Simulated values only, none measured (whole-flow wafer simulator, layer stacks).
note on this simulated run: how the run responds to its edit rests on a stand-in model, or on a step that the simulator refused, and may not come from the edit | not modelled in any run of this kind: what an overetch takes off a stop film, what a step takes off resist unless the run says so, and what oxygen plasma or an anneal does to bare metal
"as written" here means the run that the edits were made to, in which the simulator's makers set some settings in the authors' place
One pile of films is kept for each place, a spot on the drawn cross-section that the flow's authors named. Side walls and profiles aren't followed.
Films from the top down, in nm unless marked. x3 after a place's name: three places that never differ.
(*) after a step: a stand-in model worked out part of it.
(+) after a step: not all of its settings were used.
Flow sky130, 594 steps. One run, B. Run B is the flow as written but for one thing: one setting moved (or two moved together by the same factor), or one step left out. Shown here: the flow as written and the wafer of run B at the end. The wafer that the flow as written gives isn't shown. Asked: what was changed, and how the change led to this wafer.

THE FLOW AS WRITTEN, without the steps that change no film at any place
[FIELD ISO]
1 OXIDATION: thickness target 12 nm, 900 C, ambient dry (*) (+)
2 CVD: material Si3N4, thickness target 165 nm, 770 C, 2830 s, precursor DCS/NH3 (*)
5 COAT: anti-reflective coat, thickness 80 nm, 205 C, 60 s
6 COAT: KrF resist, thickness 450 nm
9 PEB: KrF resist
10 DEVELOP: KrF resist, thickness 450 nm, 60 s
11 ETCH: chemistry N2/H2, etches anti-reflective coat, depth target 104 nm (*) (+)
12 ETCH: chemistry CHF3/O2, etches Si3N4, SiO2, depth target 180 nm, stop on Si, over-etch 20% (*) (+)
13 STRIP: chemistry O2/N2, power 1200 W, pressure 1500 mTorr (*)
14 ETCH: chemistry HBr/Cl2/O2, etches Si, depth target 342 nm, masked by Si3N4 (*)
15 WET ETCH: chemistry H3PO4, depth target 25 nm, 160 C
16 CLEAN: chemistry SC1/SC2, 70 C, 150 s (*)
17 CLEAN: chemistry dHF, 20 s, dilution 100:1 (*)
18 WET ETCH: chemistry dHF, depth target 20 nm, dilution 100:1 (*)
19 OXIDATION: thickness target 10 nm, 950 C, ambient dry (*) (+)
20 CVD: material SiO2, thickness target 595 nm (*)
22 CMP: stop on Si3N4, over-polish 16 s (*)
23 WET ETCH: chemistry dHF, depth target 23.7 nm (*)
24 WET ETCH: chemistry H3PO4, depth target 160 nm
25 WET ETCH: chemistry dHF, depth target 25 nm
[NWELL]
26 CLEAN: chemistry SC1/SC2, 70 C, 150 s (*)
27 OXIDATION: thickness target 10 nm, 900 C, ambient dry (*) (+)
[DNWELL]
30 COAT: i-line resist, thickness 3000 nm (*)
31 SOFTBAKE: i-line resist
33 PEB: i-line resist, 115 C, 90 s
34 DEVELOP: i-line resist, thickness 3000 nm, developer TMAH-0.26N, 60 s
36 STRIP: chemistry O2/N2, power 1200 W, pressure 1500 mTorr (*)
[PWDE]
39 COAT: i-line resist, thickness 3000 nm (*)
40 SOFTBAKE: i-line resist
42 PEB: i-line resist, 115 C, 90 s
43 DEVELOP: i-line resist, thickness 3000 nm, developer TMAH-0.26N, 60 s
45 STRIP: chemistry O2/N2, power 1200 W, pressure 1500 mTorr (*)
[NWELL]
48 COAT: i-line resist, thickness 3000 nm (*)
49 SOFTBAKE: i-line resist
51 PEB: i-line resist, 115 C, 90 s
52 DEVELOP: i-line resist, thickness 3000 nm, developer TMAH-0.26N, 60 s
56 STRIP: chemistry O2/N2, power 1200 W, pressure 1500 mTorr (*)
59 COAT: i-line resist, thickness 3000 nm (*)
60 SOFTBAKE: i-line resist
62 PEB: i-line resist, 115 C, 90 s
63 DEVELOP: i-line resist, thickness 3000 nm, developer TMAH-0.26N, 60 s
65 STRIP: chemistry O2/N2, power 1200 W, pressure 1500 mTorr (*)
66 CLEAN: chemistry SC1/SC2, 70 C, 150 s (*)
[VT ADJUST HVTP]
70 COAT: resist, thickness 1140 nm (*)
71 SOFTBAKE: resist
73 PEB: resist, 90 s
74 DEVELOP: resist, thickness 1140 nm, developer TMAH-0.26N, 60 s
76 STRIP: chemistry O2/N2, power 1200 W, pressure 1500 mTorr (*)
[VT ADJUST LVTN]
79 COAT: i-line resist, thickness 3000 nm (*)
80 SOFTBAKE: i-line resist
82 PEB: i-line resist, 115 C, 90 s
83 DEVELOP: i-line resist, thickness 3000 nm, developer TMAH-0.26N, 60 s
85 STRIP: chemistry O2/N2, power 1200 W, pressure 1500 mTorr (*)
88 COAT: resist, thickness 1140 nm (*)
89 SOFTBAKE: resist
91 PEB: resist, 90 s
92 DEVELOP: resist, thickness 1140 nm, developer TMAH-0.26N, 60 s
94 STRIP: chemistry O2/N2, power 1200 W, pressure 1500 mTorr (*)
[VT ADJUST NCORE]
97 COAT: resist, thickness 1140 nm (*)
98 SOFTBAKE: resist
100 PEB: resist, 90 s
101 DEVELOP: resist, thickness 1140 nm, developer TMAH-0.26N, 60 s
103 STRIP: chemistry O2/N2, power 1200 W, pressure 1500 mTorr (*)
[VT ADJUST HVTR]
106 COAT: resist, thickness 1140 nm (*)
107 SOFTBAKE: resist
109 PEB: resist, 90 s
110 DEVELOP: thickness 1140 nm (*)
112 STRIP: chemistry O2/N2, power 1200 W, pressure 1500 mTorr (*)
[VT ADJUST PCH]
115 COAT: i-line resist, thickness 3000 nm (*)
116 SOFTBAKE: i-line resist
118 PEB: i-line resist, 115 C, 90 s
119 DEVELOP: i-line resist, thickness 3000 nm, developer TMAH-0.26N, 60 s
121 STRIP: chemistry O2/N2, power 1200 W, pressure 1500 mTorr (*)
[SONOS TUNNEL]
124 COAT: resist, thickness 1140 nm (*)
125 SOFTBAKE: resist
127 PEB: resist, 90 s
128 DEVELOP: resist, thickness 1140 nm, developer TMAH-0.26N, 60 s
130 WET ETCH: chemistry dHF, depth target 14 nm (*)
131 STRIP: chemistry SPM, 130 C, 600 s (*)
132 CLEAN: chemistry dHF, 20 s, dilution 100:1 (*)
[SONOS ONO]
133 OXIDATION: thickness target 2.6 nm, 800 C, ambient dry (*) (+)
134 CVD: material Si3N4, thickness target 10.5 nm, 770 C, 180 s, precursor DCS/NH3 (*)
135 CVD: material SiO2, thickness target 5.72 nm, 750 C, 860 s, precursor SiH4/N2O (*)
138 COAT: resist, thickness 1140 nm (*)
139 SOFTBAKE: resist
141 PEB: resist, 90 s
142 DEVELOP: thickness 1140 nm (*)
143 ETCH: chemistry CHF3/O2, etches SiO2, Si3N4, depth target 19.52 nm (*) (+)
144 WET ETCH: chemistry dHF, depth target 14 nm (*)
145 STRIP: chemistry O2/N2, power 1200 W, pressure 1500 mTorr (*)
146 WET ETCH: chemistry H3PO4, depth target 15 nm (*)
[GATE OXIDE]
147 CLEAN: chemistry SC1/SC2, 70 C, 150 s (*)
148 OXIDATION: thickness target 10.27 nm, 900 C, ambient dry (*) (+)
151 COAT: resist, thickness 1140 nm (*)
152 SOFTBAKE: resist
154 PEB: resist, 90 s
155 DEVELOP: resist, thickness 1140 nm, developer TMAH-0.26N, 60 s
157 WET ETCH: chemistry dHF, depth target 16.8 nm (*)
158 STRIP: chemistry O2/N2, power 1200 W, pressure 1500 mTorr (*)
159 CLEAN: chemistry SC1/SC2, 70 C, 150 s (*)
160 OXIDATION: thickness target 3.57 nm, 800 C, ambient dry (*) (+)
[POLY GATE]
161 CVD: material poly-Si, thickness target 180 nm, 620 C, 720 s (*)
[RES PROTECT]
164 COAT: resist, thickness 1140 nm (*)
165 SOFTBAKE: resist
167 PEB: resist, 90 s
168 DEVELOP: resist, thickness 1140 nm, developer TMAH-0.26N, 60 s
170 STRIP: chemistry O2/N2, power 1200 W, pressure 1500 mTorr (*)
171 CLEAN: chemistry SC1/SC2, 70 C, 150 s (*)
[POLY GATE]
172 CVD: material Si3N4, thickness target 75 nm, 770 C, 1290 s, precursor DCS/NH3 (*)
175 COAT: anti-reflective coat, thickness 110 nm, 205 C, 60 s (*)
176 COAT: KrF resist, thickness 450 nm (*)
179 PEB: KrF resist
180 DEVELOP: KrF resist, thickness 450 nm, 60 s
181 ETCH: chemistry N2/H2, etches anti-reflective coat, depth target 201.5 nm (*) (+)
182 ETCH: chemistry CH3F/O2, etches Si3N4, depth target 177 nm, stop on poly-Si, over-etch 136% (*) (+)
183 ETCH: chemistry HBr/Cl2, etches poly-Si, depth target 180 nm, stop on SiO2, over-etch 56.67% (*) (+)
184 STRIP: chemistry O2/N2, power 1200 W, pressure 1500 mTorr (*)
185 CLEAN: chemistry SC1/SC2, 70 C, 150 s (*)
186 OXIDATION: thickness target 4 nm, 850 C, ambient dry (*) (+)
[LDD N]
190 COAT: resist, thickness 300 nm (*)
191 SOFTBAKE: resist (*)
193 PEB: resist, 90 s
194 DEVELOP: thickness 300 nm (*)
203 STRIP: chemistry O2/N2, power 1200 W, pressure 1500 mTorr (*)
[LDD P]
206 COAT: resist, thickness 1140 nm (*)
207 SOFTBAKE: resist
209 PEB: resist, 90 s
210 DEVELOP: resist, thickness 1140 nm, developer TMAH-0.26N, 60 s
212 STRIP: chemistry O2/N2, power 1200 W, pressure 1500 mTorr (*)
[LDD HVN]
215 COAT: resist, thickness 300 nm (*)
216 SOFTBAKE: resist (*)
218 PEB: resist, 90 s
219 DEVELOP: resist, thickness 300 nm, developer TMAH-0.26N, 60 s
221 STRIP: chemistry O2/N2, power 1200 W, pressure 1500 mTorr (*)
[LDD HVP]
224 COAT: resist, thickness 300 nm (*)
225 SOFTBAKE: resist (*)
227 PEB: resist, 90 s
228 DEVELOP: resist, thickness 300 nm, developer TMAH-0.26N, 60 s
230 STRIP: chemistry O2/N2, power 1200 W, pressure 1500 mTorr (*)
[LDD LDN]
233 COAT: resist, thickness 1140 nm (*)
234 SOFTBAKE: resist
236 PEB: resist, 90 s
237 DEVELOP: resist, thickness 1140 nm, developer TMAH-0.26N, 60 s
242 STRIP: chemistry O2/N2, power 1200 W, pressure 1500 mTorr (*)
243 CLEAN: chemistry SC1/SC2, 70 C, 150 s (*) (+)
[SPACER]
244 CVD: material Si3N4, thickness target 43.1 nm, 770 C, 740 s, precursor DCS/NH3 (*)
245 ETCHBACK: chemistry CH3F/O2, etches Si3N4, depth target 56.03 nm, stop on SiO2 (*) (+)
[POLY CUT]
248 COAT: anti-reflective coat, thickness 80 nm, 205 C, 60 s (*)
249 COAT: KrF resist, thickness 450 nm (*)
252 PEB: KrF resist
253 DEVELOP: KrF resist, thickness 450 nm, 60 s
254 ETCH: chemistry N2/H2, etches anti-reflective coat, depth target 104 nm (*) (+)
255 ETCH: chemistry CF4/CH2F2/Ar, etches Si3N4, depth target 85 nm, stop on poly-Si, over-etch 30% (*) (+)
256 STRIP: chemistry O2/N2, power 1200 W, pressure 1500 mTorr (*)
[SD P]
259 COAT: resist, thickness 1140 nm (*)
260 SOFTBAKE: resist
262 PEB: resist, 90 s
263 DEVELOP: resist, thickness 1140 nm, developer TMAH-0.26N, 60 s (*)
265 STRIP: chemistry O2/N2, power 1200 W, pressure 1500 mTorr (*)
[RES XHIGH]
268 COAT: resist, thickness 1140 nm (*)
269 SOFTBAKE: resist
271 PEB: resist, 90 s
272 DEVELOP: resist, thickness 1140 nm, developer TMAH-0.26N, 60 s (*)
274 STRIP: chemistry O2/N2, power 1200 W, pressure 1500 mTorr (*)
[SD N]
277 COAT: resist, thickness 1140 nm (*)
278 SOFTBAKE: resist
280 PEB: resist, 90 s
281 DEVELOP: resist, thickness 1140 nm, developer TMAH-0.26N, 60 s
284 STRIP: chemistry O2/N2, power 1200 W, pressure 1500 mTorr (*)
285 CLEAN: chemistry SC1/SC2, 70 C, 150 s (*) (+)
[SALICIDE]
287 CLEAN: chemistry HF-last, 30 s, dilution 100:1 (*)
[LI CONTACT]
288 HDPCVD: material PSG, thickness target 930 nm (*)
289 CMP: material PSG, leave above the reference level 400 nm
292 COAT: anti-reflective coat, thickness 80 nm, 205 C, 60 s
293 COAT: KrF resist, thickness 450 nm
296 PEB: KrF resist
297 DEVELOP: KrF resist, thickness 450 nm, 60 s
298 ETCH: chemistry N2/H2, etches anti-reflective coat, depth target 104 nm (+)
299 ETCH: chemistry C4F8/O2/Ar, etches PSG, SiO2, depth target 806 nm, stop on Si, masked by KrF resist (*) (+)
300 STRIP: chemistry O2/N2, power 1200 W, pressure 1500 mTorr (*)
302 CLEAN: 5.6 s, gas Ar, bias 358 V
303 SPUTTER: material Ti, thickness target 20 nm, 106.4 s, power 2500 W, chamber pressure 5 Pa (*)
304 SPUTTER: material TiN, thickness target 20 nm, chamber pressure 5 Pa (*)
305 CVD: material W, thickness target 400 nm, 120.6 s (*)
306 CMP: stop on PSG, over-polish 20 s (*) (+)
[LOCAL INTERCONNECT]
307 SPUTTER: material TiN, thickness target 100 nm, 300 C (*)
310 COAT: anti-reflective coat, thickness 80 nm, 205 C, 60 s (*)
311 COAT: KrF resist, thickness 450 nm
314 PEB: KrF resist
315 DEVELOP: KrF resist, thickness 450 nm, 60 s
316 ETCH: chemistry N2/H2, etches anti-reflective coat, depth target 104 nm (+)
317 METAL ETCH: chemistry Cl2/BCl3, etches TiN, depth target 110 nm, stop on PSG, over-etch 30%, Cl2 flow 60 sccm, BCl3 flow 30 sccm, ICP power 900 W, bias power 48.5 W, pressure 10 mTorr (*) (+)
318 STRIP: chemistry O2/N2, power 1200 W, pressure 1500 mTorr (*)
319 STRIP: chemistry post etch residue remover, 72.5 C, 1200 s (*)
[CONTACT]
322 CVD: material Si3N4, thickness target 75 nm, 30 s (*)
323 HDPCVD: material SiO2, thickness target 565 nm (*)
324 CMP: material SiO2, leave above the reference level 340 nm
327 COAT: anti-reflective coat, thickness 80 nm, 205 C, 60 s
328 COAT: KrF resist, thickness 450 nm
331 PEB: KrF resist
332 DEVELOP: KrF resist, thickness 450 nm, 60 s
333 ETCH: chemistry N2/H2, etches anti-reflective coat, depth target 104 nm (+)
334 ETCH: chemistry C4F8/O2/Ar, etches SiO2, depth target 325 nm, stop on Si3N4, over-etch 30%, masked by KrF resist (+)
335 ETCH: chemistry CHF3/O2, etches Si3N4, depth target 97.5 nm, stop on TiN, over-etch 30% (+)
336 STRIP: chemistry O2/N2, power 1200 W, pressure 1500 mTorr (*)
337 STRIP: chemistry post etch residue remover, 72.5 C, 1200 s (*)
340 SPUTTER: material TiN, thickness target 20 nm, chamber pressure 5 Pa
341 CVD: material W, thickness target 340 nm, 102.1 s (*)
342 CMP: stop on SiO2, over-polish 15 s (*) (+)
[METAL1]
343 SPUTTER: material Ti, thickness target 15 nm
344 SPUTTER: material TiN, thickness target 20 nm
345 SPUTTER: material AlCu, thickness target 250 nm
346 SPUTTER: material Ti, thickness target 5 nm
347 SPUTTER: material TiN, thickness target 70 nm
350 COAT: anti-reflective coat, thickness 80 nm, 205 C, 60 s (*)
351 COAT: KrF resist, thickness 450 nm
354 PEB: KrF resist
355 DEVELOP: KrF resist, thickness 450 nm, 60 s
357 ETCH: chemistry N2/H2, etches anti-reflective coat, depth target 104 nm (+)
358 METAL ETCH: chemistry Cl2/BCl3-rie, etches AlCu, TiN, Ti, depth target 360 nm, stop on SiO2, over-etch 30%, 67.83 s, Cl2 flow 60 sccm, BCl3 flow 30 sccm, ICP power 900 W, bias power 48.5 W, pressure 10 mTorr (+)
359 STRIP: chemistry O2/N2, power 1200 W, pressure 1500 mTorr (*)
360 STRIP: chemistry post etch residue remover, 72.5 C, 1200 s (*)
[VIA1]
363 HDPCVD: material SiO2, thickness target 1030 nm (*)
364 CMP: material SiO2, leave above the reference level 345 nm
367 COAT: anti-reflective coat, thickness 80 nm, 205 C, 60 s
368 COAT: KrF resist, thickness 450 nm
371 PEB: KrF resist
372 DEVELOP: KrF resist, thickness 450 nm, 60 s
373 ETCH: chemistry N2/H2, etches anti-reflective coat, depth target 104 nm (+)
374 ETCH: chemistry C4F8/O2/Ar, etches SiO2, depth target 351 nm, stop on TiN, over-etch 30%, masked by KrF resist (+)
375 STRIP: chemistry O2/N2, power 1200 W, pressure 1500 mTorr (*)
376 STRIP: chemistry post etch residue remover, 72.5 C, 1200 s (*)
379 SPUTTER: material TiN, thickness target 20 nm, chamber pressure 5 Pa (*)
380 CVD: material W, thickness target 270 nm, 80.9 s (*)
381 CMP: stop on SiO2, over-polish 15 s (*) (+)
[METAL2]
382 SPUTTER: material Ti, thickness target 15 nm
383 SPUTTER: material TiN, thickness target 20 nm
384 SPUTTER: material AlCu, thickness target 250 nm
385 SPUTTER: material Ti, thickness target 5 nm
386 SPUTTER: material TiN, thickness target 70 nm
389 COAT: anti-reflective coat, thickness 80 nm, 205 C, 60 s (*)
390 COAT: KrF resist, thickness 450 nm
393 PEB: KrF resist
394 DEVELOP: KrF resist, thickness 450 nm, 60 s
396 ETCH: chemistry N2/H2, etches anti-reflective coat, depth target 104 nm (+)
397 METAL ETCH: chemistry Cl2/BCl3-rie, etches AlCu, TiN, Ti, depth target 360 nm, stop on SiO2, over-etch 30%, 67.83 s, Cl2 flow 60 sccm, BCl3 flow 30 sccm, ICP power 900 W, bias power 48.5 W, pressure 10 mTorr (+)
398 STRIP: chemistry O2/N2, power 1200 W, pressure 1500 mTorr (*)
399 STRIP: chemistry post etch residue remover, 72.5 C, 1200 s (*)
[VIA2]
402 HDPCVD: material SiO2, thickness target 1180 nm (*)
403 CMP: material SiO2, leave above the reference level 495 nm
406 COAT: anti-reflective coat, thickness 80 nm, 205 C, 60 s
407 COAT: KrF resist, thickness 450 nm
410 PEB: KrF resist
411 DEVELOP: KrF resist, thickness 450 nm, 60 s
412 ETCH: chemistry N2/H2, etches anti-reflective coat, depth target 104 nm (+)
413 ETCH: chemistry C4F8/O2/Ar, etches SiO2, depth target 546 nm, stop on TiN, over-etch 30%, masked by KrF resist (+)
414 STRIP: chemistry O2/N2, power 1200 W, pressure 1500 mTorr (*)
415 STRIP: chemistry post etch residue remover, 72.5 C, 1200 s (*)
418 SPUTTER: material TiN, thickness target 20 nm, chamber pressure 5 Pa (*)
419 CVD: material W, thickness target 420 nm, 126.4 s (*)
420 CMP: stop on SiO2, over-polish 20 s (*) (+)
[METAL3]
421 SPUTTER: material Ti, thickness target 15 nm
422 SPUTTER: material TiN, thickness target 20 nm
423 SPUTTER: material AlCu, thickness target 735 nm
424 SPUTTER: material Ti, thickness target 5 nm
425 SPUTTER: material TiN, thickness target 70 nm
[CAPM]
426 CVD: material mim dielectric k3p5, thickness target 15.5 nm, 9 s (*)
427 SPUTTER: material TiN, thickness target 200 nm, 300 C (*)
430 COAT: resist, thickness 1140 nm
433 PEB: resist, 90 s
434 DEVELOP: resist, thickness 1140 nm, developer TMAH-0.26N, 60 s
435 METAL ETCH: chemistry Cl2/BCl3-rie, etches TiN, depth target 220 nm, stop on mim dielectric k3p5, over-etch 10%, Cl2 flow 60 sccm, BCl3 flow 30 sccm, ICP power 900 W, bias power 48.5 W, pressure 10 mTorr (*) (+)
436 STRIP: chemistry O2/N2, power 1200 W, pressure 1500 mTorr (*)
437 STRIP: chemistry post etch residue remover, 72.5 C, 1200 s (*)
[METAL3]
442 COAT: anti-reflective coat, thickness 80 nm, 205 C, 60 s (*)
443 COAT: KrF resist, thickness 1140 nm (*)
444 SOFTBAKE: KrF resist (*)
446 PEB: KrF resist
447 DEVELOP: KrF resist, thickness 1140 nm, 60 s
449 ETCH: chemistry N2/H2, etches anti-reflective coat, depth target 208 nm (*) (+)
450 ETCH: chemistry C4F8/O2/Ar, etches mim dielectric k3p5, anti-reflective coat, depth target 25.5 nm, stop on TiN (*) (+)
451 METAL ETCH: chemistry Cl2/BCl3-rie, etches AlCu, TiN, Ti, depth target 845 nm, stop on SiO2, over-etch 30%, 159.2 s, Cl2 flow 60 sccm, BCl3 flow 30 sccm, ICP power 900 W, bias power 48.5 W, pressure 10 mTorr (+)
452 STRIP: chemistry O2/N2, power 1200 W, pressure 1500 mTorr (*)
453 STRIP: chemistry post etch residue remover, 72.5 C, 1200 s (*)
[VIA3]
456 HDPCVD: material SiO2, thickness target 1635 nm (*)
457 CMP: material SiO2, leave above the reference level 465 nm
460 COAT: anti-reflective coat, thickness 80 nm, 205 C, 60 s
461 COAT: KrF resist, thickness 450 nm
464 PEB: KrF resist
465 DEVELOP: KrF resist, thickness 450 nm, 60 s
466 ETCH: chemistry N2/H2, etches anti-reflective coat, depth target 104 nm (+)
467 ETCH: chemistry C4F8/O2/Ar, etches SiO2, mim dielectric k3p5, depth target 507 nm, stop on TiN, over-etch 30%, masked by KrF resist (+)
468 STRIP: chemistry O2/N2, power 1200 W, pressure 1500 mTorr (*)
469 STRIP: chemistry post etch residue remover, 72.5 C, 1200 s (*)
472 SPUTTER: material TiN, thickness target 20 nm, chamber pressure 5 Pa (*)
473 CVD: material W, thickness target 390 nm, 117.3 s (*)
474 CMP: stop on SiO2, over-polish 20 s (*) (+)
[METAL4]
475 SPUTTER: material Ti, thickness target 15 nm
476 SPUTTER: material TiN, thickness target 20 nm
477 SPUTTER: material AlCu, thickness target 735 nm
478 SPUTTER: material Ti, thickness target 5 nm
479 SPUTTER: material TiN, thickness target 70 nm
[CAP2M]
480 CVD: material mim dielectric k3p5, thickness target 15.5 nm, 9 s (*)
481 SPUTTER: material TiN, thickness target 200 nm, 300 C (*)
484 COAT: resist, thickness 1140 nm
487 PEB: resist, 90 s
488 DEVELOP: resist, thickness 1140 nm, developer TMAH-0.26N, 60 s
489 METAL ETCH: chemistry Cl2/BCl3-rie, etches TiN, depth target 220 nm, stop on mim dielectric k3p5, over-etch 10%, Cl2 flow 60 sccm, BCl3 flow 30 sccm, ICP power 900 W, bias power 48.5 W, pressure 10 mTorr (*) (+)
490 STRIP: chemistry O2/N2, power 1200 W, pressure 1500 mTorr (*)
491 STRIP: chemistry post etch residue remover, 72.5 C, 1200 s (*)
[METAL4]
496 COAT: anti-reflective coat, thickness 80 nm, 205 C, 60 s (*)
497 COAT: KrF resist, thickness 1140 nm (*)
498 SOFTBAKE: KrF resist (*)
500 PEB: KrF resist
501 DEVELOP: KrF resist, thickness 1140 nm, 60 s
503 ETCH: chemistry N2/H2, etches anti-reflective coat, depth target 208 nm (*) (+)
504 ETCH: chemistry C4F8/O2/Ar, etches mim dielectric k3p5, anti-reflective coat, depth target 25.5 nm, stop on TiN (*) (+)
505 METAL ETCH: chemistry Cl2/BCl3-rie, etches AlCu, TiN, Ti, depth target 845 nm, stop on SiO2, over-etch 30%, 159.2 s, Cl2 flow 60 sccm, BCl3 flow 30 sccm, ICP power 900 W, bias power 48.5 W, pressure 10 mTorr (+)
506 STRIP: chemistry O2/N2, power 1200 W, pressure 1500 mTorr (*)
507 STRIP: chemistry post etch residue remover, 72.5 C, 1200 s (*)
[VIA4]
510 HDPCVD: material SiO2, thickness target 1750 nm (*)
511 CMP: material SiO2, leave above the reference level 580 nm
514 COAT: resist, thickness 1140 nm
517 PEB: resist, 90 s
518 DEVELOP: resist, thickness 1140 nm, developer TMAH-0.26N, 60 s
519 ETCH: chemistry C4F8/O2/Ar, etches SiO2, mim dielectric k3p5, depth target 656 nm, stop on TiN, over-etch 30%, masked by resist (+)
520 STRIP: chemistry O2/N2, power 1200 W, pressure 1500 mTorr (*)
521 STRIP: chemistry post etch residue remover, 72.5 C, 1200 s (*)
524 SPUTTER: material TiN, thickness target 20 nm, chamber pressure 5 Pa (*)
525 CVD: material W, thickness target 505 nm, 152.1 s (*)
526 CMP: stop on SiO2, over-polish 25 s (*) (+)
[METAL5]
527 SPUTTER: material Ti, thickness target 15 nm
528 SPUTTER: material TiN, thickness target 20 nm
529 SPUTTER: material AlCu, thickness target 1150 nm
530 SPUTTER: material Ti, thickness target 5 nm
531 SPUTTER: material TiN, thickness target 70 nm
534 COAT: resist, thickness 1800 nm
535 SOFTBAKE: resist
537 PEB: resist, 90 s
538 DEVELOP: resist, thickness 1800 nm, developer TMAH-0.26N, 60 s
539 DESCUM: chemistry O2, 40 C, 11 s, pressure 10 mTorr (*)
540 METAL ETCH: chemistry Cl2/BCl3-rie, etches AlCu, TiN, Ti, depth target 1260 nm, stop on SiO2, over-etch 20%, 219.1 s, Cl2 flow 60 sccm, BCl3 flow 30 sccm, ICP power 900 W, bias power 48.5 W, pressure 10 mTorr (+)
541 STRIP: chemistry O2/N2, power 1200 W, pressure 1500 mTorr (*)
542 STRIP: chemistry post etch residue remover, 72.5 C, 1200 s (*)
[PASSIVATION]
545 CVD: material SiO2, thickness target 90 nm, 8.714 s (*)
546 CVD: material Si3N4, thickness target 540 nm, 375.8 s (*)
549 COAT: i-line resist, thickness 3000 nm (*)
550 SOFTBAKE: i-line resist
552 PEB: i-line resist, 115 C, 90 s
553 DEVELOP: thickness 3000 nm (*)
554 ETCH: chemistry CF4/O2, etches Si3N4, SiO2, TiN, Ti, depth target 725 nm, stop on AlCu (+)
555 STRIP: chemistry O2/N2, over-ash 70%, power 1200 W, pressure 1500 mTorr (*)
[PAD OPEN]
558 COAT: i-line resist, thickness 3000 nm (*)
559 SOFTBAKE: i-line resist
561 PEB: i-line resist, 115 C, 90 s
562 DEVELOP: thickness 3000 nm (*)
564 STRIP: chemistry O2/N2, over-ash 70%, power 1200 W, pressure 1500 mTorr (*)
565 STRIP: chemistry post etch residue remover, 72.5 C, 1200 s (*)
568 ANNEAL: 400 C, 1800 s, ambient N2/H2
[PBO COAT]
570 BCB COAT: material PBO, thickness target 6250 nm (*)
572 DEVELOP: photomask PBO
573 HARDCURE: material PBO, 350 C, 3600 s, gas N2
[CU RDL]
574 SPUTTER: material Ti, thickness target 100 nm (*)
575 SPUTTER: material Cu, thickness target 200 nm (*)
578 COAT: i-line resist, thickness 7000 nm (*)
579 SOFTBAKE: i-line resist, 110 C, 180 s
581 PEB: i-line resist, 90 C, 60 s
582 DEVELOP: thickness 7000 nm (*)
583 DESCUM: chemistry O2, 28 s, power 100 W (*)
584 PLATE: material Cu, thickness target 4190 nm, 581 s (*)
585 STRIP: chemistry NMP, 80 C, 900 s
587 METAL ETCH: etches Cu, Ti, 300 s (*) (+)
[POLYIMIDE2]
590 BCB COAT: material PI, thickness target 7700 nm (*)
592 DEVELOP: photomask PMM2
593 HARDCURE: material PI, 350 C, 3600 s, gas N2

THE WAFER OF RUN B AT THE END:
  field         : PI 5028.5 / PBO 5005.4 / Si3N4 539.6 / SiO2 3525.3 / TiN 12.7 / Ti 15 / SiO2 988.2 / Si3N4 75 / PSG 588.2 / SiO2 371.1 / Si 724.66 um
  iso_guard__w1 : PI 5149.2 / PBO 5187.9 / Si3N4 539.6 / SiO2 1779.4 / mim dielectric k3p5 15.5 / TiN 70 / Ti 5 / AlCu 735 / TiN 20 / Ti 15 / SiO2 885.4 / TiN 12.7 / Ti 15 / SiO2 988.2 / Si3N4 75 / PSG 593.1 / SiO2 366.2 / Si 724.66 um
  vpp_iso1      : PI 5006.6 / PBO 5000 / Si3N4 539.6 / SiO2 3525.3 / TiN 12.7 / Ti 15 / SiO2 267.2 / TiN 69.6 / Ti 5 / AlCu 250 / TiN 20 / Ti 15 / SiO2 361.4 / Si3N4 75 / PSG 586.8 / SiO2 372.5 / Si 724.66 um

The cause: step 384, SPUTTER: thickness target 387.5 nm was run, where the flow has thickness target 250 nm.

How the change led to this, step by step:
  384 SPUTTER: material AlCu, thickness target 250 nm
      field, active, n_well and 188 more: AlCu +387.5 (new film) (as written it would be: AlCu +250 (new film))
  397 METAL ETCH: chemistry Cl2/BCl3-rie, etches AlCu, TiN, Ti, depth target 360 nm, stop on SiO2, over-etch 30%, 67.83 s, Cl2 flow 60 sccm, BCl3 flow 30 sccm, ICP power 900 W, bias power 48.5 W, pressure 10 mTorr (+)
      iso_guard, vpp_sp, vpp_guard and 75 more: TiN -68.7 (all of it), Ti -5 (all of it), AlCu -387.5 (all of it), TiN -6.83 (as written it would be: TiN -68.7 (all of it), Ti -5 (all of it), AlCu -250 (all of it), TiN -20 (all of it), Ti -15 (all of it), SiO2 -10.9)
      field, active, gate, spacer, sonos_cell, sonos_guard, sonos_guard_hv: TiN -68.7 (all of it), Ti -5 (all of it), AlCu -387.5 (all of it), TiN -6.84 (as written it would be: TiN -68.7 (all of it), Ti -5 (all of it), AlCu -250 (all of it), TiN -20 (all of it), Ti -15 (all of it), SiO2 -10.9)
  402 HDPCVD: material SiO2, thickness target 1180 nm (*)
      field, active, gate and 82 more: SiO2 +1180 (new film) (as written it would be: SiO2 +1180)
  403 CMP: material SiO2, leave above the reference level 495 nm
      field, active, gate and 82 more: SiO2 -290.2 (as written it would be: SiO2 -389.1)
Counting metal films that touch as one body, field has 1 body; the flow as written gives 0 bodies.
Counting metal films that touch as one body, iso_guard__w1 has 2 bodies (between them, from the top down: SiO2 885.4); the flow as written gives 1 body.
Counting metal films that touch as one body, vpp_iso1 has 2 bodies (between them, from the top down: SiO2 267.2); the flow as written gives 1 body.
